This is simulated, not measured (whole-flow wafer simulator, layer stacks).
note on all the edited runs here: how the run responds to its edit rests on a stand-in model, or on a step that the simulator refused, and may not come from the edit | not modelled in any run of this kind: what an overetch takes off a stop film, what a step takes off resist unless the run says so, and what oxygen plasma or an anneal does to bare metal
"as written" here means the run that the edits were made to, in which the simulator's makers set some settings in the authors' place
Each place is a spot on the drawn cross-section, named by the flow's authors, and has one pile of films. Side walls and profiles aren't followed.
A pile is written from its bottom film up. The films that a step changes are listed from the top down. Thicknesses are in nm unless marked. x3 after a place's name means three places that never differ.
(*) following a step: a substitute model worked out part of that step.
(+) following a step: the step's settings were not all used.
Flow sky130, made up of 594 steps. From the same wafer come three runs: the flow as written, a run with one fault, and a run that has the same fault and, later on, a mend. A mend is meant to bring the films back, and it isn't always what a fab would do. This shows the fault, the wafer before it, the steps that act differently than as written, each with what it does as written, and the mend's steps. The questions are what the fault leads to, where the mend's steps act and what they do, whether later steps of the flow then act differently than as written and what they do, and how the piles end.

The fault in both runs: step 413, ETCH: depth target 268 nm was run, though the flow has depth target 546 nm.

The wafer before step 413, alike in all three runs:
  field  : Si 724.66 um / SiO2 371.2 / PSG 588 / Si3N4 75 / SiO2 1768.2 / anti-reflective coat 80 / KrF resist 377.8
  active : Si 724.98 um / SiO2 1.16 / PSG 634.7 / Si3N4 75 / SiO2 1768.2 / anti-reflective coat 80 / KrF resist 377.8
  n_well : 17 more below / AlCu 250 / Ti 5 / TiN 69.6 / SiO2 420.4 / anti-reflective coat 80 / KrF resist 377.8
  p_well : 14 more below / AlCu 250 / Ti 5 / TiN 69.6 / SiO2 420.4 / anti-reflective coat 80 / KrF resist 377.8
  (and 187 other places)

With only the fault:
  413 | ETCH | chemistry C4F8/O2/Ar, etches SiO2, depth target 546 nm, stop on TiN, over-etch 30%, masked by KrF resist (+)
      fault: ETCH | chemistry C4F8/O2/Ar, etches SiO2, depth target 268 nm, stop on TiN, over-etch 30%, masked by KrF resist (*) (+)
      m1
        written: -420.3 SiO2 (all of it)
        fault: -268 SiO2
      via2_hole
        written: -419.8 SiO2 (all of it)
        fault: -268 SiO2
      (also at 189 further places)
  Steps later in the flow that act otherwise than as written (1 more step, not shown, differs only slightly: by at most 2% or 0.5 nm, whichever is larger):
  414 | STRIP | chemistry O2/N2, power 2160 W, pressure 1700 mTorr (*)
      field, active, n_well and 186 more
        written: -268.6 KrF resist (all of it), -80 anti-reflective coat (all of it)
        fault: -324.2 KrF resist (all of it), -80 anti-reflective coat (all of it)
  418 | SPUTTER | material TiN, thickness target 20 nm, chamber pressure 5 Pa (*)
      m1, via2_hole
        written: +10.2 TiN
        fault: +12.3 TiN (new film)
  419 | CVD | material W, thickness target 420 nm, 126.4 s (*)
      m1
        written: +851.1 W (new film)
        fault: +696.3 W (new film)
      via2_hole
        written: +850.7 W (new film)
        fault: +696.3 W (new film)
  At m1, via2_hole, the piles at the end differ from the flow's by more than 2% or 0.5 nm, whichever is larger.
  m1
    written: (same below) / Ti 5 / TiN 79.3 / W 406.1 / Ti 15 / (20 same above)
    fault: (same below) / Ti 5 / TiN 69.6 / SiO2 152.3 / TiN 12.3 / W 251.3 / Ti 15 / (20 same above)
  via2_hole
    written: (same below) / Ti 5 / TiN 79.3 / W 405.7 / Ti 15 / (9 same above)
    fault: (same below) / Ti 5 / TiN 69.6 / SiO2 151.8 / TiN 12.3 / W 251.3 / Ti 15 / (9 same above)

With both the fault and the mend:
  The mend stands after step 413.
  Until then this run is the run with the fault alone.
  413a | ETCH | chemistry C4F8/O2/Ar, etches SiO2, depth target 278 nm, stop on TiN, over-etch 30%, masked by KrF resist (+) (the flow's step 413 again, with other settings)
      field, active, n_well and 186 more
        -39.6 KrF resist
      m1
        -152.3 SiO2 (all of it)
      via2_hole
        -151.8 SiO2 (all of it)
  Steps later in the flow that act otherwise than as written:
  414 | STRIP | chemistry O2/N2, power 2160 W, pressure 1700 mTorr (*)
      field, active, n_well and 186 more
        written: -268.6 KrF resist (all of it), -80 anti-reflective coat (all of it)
        mend: -284.6 KrF resist (all of it), -80 anti-reflective coat (all of it)
  By the end, the piles equal the flow's at every place that both follow.
